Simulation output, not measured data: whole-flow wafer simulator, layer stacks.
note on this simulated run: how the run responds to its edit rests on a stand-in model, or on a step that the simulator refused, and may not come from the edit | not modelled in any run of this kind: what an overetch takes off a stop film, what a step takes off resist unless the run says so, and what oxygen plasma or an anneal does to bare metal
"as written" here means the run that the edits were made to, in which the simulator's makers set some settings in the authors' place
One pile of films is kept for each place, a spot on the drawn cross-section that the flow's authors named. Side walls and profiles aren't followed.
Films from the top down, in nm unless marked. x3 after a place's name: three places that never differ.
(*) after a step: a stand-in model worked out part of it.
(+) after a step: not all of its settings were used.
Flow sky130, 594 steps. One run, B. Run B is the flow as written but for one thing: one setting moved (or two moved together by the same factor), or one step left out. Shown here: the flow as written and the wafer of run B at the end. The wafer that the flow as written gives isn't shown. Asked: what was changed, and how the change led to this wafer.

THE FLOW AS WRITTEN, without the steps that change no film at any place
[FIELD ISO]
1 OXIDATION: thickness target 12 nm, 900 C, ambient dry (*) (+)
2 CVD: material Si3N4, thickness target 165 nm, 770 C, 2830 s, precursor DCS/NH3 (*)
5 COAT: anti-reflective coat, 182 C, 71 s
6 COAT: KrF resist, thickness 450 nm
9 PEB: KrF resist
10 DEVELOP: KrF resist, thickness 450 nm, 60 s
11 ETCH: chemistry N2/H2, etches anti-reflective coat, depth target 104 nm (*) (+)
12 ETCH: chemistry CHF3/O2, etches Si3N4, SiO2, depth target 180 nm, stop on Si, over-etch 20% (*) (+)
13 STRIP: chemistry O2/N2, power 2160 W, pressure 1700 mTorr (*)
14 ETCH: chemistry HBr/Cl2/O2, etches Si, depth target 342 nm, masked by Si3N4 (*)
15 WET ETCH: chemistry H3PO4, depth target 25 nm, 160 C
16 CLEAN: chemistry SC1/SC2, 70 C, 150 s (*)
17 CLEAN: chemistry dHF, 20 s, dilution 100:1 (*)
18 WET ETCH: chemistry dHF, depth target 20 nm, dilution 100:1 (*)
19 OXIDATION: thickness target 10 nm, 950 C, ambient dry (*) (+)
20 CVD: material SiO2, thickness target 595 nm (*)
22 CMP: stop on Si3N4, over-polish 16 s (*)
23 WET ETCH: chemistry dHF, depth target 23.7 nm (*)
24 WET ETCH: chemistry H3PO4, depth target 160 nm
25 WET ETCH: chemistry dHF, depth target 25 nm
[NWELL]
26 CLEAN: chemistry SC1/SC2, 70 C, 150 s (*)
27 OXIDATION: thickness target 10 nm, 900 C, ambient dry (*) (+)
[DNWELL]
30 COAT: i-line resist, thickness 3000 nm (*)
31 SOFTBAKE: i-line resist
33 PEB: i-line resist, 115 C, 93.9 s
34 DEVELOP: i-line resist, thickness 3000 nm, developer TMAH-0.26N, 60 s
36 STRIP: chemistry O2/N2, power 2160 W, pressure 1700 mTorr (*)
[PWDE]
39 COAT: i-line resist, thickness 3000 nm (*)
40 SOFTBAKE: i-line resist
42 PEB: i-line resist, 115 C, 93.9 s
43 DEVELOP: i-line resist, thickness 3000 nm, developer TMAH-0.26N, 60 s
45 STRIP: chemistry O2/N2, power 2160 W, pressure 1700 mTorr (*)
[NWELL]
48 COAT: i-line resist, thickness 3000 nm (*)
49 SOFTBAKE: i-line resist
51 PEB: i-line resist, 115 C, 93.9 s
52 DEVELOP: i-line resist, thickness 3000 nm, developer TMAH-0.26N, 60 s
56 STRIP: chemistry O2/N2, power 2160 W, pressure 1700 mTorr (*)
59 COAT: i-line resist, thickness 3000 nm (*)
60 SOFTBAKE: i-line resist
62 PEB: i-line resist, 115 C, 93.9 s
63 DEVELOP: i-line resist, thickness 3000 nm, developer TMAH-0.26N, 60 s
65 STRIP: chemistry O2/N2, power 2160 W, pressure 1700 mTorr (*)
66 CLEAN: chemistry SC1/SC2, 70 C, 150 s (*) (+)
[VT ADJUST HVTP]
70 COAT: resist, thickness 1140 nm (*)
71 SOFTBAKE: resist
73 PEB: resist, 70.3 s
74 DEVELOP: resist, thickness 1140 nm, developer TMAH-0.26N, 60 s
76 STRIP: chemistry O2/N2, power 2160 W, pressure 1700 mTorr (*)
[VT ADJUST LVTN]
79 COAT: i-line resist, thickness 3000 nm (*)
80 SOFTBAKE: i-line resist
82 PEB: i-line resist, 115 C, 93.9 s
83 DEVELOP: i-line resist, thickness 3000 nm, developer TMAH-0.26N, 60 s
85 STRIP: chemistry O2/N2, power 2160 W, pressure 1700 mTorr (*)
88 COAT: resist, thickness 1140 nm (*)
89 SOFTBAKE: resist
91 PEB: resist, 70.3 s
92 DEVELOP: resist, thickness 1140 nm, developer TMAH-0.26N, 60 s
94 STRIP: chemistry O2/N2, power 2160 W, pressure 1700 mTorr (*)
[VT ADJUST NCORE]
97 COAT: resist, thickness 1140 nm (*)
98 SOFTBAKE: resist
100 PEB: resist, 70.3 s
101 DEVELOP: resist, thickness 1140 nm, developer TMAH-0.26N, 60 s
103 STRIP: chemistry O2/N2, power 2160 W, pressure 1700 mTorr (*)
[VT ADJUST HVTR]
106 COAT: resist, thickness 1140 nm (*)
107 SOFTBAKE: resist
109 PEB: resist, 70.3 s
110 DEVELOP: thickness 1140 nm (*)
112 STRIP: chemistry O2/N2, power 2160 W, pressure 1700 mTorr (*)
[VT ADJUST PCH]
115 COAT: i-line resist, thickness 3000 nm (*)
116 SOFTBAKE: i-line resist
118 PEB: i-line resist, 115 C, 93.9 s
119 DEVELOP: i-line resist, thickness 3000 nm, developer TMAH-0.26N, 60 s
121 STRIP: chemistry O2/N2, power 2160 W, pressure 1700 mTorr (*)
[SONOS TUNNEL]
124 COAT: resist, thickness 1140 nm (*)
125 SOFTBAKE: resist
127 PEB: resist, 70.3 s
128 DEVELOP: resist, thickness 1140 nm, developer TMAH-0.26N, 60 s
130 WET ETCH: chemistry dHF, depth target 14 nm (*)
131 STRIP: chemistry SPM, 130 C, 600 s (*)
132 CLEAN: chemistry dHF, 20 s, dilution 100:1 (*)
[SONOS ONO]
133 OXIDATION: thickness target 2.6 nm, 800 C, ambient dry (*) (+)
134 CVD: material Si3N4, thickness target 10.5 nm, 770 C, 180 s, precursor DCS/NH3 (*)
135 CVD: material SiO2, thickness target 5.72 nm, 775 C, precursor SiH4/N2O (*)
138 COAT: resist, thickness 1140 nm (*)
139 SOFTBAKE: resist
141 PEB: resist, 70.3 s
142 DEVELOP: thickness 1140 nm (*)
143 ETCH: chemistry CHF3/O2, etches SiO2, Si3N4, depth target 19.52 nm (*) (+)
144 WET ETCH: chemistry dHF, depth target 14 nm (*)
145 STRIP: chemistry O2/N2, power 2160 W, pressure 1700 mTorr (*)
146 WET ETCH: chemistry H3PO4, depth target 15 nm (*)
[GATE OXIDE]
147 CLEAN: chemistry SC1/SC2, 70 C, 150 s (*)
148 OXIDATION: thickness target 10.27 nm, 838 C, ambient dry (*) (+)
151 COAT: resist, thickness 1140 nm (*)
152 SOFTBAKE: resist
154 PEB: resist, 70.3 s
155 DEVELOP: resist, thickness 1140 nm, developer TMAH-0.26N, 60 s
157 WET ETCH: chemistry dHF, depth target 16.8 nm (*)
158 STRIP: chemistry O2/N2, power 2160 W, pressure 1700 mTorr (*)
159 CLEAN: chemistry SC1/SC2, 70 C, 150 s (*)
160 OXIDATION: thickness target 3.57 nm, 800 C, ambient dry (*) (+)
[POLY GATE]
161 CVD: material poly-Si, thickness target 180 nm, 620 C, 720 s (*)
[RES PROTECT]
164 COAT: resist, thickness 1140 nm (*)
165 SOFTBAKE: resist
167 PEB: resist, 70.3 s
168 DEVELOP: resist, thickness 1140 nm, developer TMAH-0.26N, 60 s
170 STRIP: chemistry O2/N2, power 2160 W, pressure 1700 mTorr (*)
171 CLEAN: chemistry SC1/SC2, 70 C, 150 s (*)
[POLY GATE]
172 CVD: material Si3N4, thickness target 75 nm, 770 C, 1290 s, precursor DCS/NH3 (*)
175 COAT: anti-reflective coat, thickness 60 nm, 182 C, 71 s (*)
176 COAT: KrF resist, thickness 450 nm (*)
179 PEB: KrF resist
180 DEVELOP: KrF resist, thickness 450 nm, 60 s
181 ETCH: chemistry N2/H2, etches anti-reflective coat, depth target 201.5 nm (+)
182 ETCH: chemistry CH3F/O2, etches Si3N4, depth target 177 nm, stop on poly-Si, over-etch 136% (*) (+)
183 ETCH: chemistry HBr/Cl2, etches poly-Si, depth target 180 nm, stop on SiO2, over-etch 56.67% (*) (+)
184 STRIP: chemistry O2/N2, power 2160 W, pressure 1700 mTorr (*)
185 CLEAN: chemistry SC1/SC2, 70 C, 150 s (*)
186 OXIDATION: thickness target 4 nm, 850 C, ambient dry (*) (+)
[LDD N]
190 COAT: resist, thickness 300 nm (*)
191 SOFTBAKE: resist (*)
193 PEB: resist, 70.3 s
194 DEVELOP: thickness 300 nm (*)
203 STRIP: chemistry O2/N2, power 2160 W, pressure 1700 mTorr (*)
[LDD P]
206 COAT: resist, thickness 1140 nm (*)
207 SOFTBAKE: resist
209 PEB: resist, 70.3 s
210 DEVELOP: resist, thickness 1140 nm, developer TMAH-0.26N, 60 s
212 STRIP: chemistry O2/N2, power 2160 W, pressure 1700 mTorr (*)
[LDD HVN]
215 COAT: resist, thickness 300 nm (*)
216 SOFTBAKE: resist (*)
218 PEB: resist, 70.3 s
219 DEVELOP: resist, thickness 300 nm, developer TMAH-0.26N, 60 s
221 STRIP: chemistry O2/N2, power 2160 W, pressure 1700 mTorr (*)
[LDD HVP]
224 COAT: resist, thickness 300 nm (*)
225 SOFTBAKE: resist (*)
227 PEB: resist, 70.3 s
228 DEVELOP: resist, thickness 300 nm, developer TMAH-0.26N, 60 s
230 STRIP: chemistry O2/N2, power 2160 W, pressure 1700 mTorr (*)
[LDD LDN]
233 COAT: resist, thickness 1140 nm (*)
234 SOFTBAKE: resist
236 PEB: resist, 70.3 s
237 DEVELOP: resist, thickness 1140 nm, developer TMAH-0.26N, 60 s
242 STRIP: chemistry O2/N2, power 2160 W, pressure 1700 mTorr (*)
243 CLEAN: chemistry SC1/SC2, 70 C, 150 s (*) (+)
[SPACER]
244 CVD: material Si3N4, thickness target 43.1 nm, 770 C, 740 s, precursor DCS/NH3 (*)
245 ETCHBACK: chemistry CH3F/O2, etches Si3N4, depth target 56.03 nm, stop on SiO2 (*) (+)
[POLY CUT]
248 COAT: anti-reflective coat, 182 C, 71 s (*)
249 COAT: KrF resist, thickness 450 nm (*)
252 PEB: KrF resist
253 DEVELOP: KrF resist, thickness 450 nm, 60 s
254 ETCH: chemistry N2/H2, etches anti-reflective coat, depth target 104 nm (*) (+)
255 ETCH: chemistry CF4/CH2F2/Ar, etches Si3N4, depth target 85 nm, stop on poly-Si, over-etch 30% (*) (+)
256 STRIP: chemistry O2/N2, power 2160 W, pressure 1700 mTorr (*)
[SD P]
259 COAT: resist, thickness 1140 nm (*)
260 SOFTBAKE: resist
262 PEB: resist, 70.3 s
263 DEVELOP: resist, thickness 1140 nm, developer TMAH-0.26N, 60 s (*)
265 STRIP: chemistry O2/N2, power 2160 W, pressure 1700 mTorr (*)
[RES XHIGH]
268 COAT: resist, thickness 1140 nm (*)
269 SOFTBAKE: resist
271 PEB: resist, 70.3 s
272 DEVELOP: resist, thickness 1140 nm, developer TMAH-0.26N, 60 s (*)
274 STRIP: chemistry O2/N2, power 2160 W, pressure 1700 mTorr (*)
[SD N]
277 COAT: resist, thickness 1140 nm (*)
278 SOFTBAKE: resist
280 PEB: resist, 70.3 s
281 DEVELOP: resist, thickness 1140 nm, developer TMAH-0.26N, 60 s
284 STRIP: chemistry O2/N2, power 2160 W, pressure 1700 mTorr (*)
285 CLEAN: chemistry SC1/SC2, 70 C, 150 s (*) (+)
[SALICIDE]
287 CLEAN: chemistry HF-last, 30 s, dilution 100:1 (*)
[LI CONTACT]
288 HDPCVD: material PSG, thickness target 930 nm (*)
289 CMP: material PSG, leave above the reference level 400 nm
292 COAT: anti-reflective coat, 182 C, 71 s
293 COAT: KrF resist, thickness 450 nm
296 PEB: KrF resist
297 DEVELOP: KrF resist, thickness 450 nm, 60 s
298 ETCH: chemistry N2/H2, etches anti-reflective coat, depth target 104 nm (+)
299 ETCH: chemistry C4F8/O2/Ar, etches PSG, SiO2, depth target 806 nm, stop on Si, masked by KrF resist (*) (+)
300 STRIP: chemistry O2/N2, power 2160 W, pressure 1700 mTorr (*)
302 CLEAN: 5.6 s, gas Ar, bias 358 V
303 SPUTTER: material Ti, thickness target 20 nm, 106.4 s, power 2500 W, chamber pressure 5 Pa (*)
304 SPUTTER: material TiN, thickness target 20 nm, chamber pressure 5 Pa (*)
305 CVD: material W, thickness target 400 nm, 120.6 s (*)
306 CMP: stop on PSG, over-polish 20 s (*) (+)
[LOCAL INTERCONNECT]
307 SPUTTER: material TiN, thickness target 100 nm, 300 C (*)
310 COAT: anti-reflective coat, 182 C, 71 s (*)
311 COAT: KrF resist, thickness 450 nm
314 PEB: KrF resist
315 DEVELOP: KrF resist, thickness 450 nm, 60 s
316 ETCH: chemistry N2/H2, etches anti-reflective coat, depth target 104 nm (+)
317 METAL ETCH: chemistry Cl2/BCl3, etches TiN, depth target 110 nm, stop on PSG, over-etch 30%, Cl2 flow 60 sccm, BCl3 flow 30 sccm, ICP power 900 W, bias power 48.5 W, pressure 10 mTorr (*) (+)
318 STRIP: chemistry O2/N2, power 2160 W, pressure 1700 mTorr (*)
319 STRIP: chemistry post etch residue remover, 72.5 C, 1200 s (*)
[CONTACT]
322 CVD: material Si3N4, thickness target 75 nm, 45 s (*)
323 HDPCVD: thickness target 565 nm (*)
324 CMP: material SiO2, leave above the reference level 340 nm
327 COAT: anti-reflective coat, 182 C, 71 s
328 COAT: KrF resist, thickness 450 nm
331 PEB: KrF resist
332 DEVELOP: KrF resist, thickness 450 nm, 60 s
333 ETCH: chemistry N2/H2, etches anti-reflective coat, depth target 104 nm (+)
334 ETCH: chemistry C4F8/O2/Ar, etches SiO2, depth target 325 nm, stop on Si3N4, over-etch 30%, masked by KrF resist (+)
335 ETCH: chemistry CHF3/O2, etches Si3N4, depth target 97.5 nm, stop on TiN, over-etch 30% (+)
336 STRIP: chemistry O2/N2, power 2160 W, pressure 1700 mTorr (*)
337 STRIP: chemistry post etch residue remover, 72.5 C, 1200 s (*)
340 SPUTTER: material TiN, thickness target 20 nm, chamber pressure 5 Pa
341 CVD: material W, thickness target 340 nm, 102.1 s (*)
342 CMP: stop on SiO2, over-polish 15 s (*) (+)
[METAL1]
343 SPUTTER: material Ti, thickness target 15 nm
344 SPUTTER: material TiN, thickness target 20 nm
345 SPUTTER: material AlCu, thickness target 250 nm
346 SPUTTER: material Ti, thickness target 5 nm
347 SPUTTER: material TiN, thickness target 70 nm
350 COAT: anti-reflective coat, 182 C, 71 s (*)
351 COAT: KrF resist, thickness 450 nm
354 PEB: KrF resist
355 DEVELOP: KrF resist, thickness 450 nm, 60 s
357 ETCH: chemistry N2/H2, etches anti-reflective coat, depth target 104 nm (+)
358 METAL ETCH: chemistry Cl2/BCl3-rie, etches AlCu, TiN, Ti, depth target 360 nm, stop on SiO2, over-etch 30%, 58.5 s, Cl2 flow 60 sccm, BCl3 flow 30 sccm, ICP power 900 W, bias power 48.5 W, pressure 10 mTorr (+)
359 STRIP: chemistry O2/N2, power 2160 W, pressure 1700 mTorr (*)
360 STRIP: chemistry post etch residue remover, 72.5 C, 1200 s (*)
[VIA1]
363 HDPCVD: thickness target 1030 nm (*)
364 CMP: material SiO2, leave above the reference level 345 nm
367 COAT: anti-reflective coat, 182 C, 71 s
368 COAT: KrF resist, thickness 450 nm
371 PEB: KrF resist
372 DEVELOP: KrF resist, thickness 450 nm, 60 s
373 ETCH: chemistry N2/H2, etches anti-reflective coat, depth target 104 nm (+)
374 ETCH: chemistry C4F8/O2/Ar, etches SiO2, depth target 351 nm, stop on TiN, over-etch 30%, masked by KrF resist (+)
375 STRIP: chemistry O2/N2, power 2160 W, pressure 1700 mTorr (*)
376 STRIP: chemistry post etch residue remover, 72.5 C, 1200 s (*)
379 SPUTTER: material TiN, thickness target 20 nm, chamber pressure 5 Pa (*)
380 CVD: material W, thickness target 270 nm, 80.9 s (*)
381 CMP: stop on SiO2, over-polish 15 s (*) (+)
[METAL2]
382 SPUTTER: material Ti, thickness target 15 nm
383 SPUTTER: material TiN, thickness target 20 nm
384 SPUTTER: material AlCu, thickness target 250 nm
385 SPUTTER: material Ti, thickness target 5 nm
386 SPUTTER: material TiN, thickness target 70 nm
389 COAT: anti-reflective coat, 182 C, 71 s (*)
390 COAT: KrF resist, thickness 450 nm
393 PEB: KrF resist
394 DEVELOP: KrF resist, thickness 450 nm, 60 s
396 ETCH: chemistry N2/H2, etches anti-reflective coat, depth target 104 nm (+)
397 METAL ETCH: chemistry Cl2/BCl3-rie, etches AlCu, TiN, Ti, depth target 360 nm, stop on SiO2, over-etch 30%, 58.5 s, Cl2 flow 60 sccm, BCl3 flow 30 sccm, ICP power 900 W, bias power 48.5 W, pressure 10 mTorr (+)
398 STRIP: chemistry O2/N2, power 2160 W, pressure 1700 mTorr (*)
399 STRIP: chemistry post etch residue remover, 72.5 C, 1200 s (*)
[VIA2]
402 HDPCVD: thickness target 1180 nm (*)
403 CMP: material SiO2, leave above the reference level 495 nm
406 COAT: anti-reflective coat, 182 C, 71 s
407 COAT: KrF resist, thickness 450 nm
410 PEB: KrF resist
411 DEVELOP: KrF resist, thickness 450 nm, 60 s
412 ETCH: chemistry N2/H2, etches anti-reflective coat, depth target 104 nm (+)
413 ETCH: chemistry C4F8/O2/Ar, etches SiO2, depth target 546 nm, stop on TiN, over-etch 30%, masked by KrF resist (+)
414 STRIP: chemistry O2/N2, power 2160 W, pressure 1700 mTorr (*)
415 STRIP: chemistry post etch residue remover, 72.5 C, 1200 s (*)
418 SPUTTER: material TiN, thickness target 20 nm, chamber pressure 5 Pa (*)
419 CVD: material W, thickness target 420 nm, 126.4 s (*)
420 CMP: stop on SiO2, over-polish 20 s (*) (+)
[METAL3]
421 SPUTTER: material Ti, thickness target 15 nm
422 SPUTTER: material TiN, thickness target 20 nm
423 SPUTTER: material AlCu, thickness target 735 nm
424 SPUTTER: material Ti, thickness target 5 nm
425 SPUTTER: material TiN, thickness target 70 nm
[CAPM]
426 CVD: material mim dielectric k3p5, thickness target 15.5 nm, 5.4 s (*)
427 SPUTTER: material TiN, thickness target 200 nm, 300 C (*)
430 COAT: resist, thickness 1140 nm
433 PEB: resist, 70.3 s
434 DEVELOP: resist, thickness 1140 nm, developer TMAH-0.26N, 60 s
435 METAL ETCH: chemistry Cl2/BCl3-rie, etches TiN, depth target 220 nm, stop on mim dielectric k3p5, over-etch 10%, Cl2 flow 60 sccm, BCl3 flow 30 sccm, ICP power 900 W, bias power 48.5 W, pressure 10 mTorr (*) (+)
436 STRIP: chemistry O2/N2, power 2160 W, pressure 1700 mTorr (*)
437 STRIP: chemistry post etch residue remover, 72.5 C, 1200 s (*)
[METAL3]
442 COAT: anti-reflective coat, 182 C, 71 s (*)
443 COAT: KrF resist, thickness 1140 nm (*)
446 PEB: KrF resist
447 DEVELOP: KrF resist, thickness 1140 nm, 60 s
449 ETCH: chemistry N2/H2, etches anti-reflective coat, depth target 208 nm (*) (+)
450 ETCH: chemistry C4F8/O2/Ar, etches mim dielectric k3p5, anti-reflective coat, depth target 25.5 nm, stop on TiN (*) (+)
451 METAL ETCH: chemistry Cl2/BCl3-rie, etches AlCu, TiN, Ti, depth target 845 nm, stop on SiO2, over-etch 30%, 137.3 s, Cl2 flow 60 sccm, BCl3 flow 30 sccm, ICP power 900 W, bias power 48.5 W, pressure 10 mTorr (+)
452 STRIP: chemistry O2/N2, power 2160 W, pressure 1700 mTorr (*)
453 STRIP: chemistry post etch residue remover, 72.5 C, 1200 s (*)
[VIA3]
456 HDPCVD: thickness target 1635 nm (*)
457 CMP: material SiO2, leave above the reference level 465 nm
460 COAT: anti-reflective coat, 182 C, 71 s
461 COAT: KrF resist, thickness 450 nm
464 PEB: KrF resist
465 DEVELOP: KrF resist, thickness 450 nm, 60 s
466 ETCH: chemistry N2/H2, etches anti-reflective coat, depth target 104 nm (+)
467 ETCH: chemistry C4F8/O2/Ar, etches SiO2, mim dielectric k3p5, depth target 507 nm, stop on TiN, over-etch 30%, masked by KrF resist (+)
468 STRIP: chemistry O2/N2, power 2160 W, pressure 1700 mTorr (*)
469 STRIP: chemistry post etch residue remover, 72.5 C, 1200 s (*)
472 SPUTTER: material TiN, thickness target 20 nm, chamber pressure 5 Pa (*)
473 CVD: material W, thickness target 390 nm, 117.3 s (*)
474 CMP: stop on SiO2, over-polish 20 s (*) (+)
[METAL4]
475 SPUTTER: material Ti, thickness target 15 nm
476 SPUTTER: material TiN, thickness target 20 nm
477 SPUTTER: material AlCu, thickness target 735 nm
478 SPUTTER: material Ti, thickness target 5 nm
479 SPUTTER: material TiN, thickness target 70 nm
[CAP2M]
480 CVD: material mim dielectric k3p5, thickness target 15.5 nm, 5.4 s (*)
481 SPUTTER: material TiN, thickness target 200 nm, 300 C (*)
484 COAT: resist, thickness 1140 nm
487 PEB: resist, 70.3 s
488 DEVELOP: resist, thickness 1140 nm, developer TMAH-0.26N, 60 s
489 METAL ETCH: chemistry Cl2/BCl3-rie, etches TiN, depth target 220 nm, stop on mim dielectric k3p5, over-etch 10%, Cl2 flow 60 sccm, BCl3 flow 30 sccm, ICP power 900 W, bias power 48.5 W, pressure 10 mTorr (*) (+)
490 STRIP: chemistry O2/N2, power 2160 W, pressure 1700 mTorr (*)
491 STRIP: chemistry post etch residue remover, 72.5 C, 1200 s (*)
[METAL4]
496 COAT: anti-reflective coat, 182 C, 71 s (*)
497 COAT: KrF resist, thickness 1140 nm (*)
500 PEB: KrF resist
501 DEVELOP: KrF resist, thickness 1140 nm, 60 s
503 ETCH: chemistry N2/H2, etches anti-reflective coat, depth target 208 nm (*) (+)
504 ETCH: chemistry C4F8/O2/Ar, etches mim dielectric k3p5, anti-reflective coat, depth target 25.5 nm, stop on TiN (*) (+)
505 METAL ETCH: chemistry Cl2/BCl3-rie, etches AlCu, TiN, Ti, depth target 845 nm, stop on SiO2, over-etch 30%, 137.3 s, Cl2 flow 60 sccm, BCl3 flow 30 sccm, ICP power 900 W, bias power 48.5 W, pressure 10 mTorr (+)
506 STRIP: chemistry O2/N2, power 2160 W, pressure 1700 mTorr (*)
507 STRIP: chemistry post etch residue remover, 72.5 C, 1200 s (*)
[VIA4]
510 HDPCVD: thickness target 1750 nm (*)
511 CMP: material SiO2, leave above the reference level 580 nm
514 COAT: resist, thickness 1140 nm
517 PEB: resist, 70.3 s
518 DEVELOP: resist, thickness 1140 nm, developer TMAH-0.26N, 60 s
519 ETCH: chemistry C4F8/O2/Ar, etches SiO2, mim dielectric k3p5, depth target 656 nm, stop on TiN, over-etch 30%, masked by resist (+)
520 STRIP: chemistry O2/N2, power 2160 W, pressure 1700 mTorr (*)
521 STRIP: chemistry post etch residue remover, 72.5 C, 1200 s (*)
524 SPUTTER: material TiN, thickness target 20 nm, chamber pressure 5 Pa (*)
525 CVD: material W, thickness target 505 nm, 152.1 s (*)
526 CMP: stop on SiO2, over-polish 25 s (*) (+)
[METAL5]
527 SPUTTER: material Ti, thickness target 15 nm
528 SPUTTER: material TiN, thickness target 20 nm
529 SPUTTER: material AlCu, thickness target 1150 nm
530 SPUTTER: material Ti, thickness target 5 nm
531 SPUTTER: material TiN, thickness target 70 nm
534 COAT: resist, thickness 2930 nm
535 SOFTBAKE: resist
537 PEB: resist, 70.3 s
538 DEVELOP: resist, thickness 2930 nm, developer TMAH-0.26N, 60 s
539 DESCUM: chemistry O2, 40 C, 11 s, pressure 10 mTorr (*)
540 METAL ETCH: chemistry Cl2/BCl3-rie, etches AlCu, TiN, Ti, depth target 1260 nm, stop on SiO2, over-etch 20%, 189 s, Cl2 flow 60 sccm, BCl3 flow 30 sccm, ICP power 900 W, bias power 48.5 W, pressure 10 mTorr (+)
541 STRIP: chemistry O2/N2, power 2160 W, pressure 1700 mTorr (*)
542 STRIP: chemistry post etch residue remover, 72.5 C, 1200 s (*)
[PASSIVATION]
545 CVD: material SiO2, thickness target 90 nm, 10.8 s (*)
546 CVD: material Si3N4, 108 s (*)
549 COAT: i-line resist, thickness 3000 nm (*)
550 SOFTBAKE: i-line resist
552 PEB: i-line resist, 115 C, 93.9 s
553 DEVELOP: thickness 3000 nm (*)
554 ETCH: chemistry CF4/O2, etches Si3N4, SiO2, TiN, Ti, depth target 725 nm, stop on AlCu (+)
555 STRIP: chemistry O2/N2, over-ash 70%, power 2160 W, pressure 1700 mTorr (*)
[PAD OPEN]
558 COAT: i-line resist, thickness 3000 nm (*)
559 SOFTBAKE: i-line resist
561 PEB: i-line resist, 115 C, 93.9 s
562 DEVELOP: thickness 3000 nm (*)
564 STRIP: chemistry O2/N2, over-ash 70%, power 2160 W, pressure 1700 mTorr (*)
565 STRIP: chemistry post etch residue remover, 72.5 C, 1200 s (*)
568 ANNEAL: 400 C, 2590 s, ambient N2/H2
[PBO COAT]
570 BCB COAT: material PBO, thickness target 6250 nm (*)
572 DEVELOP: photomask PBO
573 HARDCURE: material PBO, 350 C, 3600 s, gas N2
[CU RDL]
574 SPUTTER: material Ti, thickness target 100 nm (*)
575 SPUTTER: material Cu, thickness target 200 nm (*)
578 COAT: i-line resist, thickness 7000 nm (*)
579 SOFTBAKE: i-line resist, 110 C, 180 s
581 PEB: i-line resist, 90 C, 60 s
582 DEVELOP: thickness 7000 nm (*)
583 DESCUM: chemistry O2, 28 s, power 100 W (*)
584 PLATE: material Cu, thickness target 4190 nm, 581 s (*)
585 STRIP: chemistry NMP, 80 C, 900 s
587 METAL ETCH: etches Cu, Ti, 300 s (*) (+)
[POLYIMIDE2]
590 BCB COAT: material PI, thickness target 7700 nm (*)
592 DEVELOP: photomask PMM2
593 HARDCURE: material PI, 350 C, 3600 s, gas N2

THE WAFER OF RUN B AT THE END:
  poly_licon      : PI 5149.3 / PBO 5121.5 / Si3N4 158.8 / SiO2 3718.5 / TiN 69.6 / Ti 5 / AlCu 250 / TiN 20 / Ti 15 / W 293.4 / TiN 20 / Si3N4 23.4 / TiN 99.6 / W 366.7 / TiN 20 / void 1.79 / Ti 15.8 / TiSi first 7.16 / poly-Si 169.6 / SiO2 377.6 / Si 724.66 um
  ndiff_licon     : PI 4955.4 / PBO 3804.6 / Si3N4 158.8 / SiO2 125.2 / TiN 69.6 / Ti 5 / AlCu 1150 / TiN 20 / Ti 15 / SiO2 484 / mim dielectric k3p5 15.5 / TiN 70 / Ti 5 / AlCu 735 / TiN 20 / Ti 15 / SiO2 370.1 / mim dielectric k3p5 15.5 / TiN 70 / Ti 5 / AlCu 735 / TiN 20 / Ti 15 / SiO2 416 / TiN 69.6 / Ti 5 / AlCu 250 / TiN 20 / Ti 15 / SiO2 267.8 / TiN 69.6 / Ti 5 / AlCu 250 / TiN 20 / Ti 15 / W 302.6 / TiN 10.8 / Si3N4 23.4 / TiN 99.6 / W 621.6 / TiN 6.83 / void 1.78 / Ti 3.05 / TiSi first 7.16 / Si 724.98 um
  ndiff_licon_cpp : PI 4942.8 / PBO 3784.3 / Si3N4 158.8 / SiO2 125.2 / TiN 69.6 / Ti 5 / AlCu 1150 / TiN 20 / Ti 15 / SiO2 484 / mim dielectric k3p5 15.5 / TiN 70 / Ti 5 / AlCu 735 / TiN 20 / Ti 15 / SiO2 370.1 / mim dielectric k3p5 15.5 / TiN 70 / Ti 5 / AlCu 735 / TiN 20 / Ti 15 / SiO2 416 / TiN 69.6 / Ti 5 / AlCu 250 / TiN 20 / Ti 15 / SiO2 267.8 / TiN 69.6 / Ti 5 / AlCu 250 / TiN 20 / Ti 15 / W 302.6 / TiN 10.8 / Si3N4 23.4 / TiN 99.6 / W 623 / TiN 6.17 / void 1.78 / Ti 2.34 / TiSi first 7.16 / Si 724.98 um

The cause: step 335, ETCH: depth target 51.2 nm was run, where the flow has depth target 97.5 nm.

How the change led to this, step by step:
  335 ETCH: chemistry CHF3/O2, etches Si3N4, depth target 97.5 nm, stop on TiN, over-etch 30% (+)
      poly_licon, ndiff_licon, ndiff_licon_cpp, rpo_hd_licon: Si3N4 -51.2 (as written it would be: Si3N4 -75 (all of it))
      field, active, n_well and 184 more: KrF resist -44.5 (as written it would be: KrF resist -84.8)
  336 STRIP: chemistry O2/N2, power 2160 W, pressure 1700 mTorr (*)
      field, active, n_well and 184 more: KrF resist -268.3 (all of it), anti-reflective coat -80 (all of it) (as written it would be: KrF resist -228 (all of it), anti-reflective coat -80 (all of it))
  340 SPUTTER: material TiN, thickness target 20 nm, chamber pressure 5 Pa
      ndiff_licon, ndiff_licon_cpp, rpo_hd_licon: TiN +10.8 (new film) (as written it would be: TiN +10.4)
      poly_licon: TiN +20 (new film) (as written it would be: TiN +20)
  341 CVD: material W, thickness target 340 nm, 102.1 s (*)
      ndiff_licon, ndiff_licon_cpp, rpo_hd_licon: W +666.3 (new film) (as written it would be: W +690.5 (new film))
  342 CMP: stop on SiO2, over-polish 15 s (*) (+)
      poly_licon: W -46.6 (as written it would be: W -22.8)
Counting metal films that touch as one body, poly_licon has 3 bodies (between them, from the top down: Si3N4 23.4; void 1.79); the flow as written gives 2 bodies (between them, from the top down: void 1.79).
Counting metal films that touch as one body, ndiff_licon has 7 bodies (between them, from the top down: SiO2 484 / mim dielectric k3p5 15.5; SiO2 370.1 / mim dielectric k3p5 15.5; SiO2 416; SiO2 267.8; Si3N4 23.4; void 1.78); the flow as written gives 6 bodies (between them, from the top down: SiO2 484 / mim dielectric k3p5 15.5; SiO2 370.1 / mim dielectric k3p5 15.5; SiO2 416; SiO2 267.8; void 1.78).
Counting metal films that touch as one body, ndiff_licon_cpp has 7 bodies (between them, from the top down: SiO2 484 / mim dielectric k3p5 15.5; SiO2 370.1 / mim dielectric k3p5 15.5; SiO2 416; SiO2 267.8; Si3N4 23.4; void 1.78); the flow as written gives 6 bodies (between them, from the top down: SiO2 484 / mim dielectric k3p5 15.5; SiO2 370.1 / mim dielectric k3p5 15.5; SiO2 416; SiO2 267.8; void 1.78).
